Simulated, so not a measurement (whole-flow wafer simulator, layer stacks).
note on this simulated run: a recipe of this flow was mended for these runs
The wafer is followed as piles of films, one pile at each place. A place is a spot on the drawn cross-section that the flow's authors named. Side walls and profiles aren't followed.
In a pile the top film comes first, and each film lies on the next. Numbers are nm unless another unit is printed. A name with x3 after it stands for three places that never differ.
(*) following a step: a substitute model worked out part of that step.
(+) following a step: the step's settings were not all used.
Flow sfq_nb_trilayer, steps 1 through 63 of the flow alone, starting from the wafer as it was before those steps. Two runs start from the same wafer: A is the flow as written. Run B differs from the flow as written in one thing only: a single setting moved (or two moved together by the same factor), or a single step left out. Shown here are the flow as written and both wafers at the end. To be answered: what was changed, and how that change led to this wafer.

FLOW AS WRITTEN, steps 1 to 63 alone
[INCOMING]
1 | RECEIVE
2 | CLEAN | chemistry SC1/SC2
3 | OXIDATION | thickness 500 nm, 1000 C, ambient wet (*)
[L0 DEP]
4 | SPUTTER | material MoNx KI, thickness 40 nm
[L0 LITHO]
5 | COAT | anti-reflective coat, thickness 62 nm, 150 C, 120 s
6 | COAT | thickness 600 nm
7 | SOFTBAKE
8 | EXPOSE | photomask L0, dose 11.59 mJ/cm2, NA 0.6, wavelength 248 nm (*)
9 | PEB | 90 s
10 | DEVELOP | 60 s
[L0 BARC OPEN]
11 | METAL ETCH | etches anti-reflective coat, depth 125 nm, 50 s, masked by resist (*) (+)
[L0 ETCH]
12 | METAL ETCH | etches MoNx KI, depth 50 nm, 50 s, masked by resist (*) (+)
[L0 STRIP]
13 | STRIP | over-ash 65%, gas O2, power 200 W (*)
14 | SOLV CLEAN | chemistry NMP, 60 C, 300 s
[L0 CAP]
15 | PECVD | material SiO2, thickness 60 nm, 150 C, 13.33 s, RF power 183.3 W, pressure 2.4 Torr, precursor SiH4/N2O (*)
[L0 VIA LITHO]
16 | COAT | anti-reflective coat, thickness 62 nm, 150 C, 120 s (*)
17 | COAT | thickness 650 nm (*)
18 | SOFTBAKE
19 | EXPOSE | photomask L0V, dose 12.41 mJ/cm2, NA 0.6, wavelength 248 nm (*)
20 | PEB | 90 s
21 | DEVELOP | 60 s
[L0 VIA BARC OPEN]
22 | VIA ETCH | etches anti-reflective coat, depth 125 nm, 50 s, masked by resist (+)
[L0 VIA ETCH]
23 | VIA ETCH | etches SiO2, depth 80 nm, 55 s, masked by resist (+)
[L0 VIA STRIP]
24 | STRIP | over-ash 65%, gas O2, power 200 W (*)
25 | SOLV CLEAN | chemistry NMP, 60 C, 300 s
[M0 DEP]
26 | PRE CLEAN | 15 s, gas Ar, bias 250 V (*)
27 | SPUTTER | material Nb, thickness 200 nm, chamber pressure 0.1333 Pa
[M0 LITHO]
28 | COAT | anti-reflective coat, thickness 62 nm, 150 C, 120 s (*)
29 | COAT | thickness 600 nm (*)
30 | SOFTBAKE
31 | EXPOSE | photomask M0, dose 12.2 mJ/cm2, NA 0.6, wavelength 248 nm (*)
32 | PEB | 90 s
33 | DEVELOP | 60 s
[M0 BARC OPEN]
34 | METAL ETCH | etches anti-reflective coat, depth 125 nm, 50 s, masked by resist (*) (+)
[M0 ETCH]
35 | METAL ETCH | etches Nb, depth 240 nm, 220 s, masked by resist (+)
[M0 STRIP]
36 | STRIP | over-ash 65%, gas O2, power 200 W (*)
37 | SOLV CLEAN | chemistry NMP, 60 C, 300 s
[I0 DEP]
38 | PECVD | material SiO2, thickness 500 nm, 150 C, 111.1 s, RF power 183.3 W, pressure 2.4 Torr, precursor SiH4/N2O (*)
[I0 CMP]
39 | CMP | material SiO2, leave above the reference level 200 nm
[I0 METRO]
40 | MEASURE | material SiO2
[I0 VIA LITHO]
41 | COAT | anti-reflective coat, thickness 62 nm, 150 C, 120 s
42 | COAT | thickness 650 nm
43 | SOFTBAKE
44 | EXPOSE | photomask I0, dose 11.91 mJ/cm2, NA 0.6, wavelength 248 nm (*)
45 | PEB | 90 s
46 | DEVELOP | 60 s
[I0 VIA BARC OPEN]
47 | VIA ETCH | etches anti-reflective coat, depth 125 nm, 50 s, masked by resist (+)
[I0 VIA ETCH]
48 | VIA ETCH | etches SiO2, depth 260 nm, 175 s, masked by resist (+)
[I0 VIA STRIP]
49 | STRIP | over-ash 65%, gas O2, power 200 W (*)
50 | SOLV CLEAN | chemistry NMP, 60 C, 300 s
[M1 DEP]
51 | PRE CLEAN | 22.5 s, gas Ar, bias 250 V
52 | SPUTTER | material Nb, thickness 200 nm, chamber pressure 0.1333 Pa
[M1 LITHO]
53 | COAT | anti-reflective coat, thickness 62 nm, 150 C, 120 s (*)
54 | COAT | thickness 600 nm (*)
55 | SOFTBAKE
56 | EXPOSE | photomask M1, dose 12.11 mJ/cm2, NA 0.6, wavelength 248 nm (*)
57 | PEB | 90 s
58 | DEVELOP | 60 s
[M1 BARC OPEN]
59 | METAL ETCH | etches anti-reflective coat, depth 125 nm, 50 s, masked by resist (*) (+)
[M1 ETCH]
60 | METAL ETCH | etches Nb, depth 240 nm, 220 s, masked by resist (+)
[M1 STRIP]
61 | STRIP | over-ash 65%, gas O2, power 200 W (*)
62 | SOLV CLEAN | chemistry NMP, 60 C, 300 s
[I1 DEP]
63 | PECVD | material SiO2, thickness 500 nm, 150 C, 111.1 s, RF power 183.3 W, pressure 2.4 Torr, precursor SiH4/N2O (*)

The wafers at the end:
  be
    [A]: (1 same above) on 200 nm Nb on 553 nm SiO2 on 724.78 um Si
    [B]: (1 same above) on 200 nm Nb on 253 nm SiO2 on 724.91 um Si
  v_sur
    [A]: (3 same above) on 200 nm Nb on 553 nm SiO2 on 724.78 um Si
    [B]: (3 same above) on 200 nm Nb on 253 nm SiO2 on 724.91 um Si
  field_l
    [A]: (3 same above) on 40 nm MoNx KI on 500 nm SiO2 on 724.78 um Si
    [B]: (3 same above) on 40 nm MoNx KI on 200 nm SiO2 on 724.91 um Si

The reason: step 3, OXIDATION: thickness 200 nm was run, while the flow as written has thickness 500 nm.
The wafer lets one read it off: field_l has SiO2 200, and step 3 as written asks for 500 nm.

Step by step, how the change led to this:
  3 | OXIDATION | thickness 500 nm, 1000 C, ambient wet (*)
      field_l, v_sur, via_wl and 103 more: A +500 SiO2 (new film), -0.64 chemical SiO2 (all of it), -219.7 Si | B +200 SiO2 (new film), -0.64 chemical SiO2 (all of it), -87.7 Si
